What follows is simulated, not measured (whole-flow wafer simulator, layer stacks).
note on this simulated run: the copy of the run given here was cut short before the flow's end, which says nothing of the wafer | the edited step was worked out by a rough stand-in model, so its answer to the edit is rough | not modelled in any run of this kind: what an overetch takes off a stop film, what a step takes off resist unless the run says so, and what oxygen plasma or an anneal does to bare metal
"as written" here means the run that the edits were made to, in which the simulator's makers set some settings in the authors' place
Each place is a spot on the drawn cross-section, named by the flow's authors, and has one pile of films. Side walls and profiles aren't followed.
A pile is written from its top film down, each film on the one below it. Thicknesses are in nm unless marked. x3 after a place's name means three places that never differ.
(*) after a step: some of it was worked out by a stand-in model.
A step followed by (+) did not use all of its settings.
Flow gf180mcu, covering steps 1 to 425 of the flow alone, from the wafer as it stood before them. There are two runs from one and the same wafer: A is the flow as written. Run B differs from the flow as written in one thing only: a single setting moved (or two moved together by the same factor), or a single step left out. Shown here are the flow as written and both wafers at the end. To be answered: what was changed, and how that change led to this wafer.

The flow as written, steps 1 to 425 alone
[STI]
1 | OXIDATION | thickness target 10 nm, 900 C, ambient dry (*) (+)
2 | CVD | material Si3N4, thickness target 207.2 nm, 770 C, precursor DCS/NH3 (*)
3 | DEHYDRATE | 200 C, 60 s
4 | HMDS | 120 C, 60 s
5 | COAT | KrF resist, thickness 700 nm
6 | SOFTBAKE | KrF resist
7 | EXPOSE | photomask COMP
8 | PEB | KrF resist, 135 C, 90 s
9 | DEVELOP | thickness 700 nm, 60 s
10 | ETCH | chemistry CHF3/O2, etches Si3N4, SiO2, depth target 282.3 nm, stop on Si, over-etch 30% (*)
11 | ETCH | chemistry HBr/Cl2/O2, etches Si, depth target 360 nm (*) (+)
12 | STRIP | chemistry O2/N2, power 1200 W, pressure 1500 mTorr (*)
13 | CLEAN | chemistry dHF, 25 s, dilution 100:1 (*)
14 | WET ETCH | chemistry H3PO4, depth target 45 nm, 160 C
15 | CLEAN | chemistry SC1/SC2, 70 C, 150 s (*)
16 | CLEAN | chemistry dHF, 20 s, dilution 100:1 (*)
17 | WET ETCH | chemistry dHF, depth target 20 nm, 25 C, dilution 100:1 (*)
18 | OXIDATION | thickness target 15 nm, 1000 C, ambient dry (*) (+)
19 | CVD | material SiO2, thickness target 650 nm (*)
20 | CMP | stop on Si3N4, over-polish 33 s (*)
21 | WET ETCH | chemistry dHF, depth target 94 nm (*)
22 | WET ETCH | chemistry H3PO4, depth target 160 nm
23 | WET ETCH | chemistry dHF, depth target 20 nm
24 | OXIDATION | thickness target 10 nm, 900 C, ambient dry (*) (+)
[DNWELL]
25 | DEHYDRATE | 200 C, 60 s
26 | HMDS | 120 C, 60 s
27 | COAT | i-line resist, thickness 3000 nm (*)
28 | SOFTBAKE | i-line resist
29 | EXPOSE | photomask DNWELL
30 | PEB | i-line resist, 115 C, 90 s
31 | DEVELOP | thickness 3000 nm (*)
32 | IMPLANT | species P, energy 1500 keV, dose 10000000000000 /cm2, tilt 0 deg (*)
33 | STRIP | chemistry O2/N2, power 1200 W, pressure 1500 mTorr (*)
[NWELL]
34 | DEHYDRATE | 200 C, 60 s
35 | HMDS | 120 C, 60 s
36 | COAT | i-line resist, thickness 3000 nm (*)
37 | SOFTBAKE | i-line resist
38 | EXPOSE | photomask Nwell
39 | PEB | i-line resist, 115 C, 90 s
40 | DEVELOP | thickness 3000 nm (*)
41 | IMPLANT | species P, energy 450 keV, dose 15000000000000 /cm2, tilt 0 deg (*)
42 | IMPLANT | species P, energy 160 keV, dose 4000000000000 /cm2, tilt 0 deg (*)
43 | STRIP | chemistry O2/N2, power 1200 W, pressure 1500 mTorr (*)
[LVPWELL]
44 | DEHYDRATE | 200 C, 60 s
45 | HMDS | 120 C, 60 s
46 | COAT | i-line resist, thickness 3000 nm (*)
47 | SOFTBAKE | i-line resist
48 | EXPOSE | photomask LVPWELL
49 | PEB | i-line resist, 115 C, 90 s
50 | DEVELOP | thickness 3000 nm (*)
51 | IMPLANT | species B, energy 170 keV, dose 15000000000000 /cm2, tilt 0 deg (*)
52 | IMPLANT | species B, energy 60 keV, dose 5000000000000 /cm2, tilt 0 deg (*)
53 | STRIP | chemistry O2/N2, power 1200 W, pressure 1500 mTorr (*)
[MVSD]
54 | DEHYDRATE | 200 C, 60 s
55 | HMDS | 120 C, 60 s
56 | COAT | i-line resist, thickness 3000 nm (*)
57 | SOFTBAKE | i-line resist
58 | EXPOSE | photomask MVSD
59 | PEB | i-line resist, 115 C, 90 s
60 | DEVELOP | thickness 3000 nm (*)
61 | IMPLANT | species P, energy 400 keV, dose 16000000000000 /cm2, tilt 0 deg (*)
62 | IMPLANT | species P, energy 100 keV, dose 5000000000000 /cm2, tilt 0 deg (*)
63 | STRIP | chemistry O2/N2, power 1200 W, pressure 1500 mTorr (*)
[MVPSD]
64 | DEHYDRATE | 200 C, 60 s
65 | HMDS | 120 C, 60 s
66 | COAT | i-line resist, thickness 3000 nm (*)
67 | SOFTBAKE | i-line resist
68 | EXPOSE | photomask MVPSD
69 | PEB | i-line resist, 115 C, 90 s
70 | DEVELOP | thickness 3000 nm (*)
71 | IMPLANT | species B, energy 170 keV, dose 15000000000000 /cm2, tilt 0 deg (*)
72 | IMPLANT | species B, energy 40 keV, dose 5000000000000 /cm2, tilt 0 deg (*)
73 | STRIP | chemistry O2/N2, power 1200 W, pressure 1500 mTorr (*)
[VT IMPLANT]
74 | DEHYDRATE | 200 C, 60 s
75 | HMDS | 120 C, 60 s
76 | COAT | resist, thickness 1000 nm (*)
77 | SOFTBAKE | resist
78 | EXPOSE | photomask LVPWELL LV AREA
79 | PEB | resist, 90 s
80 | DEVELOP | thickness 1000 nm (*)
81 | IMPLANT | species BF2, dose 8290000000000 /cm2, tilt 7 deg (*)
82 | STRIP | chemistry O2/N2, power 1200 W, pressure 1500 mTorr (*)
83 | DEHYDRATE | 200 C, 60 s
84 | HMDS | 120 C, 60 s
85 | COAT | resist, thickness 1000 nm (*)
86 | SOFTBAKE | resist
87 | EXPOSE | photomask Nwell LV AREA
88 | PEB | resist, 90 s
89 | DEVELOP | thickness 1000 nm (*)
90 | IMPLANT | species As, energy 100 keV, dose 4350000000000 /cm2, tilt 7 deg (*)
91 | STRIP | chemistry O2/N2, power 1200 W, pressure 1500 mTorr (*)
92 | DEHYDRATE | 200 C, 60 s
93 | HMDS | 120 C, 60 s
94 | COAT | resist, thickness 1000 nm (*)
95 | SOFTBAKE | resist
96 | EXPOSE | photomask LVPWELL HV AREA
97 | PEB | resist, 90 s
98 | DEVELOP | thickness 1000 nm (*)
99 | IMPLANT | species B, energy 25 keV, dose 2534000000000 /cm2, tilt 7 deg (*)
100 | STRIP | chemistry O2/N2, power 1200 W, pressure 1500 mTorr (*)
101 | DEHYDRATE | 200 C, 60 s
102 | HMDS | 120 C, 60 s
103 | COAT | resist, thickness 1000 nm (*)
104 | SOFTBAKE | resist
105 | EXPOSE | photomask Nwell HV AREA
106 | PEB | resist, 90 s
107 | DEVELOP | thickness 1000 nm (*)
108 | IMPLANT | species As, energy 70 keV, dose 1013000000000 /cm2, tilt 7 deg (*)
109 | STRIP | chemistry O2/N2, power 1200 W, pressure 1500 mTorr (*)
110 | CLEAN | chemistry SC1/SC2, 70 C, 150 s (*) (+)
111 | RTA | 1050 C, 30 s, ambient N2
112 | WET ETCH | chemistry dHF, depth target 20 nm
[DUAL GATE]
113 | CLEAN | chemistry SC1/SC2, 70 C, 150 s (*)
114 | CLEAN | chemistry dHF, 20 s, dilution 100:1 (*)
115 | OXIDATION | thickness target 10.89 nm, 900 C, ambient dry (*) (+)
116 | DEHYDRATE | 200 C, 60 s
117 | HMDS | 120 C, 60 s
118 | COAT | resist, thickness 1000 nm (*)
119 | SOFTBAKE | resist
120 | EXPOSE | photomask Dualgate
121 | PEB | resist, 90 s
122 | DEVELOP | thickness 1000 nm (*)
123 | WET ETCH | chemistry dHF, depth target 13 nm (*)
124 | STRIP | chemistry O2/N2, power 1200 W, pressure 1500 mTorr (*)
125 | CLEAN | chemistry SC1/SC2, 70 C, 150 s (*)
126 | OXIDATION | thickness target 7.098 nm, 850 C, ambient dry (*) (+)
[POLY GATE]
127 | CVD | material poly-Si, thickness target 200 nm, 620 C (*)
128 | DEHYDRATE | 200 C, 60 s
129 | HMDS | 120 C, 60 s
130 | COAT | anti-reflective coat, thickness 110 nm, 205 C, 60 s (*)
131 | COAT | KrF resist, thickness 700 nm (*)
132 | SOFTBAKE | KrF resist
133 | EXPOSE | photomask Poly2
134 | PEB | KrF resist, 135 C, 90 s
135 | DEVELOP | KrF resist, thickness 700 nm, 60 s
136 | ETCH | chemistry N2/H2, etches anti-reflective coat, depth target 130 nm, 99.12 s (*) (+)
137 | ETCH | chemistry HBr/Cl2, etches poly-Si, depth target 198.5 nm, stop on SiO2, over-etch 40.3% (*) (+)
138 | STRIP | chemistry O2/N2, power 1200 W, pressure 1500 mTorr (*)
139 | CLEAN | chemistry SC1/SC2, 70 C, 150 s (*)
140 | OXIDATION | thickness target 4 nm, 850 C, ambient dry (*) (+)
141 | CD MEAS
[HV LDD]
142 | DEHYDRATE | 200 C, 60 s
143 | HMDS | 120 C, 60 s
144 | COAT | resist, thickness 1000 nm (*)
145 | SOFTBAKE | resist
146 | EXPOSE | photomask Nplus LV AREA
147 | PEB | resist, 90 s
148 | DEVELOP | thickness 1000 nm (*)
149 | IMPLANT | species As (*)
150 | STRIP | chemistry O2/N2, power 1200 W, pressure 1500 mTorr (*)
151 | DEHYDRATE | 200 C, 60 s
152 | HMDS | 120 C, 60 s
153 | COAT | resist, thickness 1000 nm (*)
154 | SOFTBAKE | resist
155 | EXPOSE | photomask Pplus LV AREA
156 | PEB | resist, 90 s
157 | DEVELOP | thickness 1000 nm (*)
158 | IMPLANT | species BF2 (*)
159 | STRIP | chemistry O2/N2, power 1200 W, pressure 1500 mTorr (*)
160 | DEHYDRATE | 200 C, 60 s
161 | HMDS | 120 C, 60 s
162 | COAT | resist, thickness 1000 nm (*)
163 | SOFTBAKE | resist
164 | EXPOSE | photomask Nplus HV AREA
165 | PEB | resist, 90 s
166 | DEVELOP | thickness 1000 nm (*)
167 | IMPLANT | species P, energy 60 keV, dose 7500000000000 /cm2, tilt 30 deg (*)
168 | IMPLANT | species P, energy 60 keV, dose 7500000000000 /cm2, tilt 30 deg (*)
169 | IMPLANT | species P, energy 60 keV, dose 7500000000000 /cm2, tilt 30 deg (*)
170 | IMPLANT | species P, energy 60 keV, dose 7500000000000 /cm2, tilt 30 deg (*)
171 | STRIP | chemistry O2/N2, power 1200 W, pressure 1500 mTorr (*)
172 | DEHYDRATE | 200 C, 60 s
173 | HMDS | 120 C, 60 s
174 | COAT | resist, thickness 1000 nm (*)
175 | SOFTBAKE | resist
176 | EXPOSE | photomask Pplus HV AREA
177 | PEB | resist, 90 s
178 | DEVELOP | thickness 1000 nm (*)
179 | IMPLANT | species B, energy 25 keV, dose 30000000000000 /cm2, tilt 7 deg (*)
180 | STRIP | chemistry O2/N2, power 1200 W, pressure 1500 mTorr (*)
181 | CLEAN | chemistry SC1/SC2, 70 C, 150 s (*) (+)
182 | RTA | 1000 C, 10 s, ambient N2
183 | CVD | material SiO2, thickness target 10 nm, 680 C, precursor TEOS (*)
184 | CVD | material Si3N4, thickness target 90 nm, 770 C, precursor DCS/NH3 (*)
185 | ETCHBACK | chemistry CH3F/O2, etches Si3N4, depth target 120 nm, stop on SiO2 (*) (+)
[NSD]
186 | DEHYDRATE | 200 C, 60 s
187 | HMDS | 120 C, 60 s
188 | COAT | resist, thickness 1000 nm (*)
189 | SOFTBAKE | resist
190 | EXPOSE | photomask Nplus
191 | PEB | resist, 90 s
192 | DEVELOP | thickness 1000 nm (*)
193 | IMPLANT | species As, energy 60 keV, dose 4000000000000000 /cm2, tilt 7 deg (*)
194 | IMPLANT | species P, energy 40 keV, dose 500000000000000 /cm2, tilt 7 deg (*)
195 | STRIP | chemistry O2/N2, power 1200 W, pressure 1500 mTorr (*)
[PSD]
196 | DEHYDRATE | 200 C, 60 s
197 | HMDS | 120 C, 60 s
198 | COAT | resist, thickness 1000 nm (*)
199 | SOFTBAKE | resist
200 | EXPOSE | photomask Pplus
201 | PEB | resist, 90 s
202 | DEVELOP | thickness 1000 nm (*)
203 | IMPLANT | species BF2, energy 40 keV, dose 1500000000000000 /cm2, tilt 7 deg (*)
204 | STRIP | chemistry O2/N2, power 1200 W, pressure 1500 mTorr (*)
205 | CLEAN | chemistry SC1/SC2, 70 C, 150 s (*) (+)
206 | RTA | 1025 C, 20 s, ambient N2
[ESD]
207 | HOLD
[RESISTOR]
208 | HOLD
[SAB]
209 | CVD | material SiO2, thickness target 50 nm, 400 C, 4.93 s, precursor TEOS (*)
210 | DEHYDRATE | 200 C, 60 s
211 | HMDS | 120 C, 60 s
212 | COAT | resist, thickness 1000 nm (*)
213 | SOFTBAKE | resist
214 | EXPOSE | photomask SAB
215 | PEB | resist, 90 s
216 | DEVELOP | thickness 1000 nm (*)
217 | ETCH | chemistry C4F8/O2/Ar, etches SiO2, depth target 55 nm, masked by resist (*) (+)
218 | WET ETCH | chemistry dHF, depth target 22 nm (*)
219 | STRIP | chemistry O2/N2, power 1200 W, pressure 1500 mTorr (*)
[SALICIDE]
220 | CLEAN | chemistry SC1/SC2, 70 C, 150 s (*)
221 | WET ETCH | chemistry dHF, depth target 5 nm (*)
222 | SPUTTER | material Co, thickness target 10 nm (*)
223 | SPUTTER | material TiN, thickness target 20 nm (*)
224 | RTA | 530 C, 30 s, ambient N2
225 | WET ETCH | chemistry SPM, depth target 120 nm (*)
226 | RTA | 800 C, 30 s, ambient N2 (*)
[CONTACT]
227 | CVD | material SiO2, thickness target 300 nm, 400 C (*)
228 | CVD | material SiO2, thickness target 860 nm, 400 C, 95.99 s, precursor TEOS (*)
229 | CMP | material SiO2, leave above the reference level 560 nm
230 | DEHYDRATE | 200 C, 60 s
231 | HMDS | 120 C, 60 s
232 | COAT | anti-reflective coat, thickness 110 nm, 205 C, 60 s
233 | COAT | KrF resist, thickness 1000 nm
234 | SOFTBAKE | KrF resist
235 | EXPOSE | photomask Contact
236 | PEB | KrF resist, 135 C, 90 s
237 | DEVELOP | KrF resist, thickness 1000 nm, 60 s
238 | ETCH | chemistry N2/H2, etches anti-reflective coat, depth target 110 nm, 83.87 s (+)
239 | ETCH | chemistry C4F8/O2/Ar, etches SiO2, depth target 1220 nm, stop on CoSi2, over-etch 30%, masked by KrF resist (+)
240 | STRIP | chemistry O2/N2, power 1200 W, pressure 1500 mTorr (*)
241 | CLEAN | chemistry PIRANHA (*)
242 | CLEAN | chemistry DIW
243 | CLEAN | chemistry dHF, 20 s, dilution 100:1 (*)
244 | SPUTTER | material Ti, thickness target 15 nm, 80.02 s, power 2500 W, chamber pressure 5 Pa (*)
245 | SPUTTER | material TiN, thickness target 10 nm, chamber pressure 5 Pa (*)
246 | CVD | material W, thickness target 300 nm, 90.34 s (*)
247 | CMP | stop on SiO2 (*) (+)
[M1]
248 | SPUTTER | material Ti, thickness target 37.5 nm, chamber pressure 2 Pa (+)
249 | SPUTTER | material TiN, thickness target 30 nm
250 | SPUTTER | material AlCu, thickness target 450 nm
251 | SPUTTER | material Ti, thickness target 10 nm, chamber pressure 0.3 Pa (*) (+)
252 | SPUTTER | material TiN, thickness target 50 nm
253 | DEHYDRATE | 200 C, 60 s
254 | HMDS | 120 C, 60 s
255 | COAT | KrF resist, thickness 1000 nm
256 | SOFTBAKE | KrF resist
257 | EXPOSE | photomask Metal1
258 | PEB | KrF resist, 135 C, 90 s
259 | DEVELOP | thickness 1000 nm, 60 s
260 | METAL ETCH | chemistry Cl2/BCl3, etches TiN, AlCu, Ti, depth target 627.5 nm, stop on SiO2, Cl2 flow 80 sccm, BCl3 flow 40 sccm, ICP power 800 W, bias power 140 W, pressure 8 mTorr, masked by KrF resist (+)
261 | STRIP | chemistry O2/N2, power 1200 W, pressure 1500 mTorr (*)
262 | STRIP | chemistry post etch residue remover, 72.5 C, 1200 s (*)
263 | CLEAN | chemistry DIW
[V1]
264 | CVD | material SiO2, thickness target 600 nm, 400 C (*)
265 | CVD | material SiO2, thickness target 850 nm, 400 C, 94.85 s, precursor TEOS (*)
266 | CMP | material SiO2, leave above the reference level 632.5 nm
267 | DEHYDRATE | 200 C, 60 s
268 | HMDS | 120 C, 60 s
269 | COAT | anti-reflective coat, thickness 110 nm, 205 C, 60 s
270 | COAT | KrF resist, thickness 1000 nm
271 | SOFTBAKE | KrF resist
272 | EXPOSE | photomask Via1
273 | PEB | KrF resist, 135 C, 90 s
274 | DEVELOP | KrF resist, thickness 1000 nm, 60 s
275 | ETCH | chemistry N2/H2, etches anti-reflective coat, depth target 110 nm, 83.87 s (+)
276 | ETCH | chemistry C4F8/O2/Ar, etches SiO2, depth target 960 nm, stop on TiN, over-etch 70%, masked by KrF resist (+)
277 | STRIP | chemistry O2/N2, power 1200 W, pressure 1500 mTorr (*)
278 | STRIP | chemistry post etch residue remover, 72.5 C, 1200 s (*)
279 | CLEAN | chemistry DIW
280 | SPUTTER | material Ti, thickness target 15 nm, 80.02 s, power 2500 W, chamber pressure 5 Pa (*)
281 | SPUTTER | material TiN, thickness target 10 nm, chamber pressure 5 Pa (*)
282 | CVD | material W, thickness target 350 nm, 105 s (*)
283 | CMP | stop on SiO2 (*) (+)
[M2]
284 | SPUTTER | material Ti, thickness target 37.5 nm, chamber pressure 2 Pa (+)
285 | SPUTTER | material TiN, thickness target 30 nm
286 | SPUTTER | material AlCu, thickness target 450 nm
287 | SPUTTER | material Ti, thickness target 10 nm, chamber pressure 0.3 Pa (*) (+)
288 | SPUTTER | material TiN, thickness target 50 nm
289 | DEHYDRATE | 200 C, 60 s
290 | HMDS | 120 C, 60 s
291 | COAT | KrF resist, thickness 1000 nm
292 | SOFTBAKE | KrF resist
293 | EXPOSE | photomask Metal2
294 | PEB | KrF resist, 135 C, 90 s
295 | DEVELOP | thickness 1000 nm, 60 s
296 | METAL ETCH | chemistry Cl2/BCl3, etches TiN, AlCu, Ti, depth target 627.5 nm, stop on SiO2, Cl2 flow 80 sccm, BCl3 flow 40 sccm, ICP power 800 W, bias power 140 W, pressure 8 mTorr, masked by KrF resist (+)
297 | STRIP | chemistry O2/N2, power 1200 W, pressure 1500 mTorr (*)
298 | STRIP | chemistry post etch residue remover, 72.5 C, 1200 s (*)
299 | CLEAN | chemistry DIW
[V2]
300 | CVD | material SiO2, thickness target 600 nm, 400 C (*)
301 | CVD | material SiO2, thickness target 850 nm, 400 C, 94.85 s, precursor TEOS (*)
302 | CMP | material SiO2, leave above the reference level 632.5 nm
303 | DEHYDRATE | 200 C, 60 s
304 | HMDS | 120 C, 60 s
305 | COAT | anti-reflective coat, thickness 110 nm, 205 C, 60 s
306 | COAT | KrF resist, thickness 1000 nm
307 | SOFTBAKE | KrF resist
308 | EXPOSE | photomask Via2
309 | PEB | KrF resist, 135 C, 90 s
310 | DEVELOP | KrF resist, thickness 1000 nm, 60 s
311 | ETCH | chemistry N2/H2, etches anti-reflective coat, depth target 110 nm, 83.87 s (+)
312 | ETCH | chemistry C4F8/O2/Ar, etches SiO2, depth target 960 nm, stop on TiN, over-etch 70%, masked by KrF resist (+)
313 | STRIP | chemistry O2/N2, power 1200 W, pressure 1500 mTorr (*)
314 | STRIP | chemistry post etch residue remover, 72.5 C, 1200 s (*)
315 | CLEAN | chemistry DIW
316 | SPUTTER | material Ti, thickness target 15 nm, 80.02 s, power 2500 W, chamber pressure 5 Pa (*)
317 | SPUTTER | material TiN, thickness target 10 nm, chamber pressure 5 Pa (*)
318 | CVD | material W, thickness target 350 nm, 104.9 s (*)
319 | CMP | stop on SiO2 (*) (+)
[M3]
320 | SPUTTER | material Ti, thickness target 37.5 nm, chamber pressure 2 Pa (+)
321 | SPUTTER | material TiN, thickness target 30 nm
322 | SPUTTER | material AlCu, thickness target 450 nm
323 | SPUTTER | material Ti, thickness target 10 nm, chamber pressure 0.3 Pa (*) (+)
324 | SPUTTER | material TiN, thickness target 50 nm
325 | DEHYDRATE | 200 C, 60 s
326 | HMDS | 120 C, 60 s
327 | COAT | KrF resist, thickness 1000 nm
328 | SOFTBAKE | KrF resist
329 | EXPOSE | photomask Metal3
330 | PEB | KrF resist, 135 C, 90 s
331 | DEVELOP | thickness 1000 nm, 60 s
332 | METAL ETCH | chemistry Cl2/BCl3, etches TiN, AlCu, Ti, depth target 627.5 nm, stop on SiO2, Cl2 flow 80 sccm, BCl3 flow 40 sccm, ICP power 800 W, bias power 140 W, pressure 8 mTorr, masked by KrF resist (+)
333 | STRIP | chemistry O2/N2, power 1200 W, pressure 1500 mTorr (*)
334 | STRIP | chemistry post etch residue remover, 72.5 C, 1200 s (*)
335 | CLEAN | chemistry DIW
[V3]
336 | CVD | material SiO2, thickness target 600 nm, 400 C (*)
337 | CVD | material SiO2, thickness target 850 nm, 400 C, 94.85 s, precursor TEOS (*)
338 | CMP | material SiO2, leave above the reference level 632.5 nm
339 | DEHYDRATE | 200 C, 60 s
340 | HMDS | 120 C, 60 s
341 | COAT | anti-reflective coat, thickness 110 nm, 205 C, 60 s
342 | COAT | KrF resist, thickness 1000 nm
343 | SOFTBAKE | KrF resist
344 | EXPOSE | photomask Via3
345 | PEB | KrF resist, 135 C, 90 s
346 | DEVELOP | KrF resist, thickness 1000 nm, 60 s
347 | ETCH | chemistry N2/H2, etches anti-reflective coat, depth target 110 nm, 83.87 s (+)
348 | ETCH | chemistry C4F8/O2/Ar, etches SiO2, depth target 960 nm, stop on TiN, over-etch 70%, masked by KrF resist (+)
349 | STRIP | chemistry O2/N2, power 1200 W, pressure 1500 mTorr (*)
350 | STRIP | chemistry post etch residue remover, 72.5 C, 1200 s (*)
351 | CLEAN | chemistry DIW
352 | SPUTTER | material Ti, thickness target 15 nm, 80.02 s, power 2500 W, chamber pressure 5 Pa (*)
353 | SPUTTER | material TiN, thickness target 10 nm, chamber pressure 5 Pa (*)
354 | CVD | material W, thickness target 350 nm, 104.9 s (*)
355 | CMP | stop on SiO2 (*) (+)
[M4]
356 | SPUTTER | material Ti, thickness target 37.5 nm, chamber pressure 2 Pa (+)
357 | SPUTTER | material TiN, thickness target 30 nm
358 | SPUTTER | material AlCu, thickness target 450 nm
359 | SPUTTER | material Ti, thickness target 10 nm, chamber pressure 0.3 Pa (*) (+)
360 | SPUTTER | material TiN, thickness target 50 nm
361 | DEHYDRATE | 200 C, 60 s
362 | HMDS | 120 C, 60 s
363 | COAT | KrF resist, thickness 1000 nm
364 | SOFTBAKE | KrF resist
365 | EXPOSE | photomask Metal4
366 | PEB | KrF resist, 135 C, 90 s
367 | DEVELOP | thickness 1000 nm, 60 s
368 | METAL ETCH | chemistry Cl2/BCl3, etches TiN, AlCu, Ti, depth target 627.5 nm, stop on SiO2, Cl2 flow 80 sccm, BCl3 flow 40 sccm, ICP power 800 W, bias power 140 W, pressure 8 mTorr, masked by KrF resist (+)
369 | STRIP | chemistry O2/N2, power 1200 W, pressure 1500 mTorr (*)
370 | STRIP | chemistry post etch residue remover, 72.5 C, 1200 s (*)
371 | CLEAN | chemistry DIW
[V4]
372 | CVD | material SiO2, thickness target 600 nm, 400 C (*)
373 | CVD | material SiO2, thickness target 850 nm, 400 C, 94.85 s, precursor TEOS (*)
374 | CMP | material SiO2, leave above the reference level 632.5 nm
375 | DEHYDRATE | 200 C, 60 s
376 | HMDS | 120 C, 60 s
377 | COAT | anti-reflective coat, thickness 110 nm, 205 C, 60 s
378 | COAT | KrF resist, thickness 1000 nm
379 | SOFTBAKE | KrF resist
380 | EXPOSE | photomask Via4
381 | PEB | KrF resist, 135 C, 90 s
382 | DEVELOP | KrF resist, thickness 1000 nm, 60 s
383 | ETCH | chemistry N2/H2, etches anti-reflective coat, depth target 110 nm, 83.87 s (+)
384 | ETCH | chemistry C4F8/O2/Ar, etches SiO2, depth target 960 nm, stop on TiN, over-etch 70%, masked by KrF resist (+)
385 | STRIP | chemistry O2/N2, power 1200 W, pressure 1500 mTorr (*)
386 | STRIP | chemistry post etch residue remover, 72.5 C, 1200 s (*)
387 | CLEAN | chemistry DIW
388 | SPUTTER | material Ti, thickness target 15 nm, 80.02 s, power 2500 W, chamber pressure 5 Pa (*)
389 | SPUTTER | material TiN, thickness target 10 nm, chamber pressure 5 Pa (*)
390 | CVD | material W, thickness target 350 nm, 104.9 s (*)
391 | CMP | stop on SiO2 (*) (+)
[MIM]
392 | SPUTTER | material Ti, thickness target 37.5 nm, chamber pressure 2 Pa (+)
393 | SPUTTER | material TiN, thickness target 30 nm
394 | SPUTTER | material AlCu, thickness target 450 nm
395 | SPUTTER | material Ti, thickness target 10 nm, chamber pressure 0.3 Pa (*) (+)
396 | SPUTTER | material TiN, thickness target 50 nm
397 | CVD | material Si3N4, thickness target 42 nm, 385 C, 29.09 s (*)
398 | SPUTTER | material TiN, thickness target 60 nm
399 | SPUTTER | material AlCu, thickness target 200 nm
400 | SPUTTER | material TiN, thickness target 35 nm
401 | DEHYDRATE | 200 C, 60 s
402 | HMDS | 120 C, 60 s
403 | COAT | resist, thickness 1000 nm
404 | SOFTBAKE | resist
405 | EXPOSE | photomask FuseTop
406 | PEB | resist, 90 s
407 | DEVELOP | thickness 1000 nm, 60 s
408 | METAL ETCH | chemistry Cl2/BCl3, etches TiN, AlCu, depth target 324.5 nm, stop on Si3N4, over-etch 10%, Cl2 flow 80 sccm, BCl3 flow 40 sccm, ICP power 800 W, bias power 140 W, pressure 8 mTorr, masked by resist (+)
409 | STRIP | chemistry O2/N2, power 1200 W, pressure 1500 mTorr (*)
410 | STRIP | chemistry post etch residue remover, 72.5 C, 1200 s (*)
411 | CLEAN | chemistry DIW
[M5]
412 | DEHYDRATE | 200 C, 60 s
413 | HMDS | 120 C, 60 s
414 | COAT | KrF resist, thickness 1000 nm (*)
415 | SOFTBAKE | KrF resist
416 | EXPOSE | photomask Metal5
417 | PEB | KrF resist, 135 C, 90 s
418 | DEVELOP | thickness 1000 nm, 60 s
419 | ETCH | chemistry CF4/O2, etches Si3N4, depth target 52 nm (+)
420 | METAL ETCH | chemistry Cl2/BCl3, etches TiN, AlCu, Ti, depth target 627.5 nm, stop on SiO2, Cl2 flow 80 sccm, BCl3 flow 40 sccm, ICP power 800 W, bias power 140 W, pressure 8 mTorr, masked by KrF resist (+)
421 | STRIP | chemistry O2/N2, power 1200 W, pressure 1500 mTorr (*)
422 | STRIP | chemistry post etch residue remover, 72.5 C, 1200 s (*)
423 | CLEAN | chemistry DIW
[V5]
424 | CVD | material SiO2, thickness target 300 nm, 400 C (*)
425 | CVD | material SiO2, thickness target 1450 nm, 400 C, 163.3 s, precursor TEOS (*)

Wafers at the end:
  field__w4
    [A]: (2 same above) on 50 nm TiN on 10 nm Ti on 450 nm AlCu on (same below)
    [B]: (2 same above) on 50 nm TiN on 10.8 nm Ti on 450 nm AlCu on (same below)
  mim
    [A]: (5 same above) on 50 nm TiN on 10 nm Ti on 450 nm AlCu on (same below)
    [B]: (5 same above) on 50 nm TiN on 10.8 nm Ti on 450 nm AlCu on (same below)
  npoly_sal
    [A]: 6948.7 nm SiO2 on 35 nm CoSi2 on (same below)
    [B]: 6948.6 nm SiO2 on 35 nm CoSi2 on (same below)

The reason: step 395, SPUTTER: thickness target 10.8 nm was run, though the flow has thickness target 10 nm.
The wafer lets one read it off: field__w4 has Ti 10.8, and step 395 as written asks for 10 nm.

How this came from the change, step by step:
  395 | SPUTTER | material Ti, thickness target 10 nm, chamber pressure 0.3 Pa (*) (+)
      field, field__w1, field__w2 and 108 more: A +10 Ti (new film) | B +10.8 Ti (new film)
  420 | METAL ETCH | chemistry Cl2/BCl3, etches TiN, AlCu, Ti, depth target 627.5 nm, stop on SiO2, Cl2 flow 80 sccm, BCl3 flow 40 sccm, ICP power 800 W, bias power 140 W, pressure 8 mTorr, masked by KrF resist (+)
      field, field__w1, field__w2 and 101 more: A -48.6 TiN (all of it), -10 Ti (all of it), -450 AlCu (all of it), -30 TiN (all of it), -37.5 Ti (all of it) | B -48.6 TiN (all of it), -10.8 Ti (all of it), -450 AlCu (all of it), -30 TiN (all of it), -37.5 Ti (all of it)
